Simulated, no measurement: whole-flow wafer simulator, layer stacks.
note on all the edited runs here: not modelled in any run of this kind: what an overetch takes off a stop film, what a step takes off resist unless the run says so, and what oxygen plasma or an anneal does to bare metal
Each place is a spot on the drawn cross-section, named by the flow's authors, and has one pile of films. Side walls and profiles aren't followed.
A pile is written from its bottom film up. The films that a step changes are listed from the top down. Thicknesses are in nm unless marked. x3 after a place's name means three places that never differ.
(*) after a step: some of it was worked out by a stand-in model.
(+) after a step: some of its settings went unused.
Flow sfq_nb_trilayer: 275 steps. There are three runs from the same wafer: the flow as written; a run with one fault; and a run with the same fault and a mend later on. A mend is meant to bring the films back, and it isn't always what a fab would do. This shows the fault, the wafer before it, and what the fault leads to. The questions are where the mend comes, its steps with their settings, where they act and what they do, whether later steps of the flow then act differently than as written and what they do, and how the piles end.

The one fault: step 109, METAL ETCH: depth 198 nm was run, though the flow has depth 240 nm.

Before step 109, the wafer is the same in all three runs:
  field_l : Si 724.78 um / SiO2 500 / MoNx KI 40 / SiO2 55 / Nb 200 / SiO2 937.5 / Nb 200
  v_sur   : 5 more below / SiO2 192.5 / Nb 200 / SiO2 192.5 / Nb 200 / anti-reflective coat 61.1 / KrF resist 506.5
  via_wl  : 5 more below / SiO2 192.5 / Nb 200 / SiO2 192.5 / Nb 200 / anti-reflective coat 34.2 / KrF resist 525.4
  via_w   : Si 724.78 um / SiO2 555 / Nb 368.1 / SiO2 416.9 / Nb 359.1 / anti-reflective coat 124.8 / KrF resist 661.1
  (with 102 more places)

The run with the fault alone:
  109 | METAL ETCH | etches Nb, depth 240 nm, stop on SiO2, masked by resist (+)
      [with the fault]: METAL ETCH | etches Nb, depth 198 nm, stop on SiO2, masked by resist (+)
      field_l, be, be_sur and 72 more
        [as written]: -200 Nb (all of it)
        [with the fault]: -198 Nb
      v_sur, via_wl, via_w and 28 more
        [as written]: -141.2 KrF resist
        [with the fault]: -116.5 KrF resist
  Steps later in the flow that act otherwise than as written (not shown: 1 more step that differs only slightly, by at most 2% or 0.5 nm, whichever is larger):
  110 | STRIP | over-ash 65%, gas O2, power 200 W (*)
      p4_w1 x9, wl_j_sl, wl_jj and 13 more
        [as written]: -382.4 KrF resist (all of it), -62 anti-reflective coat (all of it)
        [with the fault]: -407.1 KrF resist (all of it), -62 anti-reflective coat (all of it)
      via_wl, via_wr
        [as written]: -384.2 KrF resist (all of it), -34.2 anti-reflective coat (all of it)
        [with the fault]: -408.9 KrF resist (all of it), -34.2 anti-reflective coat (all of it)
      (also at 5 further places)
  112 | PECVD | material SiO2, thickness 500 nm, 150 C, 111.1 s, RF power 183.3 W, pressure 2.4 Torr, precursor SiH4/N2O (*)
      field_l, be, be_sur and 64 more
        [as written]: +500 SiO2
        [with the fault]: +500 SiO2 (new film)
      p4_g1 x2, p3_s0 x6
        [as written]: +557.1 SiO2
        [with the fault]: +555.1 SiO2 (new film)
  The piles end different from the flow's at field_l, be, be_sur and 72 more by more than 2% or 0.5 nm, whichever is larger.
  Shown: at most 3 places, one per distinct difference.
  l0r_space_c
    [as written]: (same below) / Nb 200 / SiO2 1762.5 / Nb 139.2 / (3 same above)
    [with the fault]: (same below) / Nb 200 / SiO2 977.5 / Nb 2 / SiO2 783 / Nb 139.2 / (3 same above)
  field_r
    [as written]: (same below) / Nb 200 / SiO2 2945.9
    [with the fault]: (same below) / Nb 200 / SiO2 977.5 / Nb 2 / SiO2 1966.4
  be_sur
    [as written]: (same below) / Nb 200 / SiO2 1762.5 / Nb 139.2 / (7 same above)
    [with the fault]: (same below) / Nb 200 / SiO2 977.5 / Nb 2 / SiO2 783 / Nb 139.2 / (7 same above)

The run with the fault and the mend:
  After step 109 comes the mend.
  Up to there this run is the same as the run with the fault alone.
  109a | METAL ETCH | etches Nb, depth 42 nm, stop on SiO2, masked by resist (+) (a further turn of the flow's step 109, with different settings)
      field_l, be, be_sur and 72 more
        -2 Nb (all of it)
      v_sur, via_wl, via_w and 28 more
        -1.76 KrF resist
  Steps later in the flow that act otherwise than as written:
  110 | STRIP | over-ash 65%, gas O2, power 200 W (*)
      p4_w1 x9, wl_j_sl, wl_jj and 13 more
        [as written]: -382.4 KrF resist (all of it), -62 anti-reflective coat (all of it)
        [with the mend]: -405.3 KrF resist (all of it), -62 anti-reflective coat (all of it)
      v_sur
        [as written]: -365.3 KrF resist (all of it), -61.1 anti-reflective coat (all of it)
        [with the mend]: -388.3 KrF resist (all of it), -61.1 anti-reflective coat (all of it)
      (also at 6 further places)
  The piles end the same as the flow's at every place that both follow.
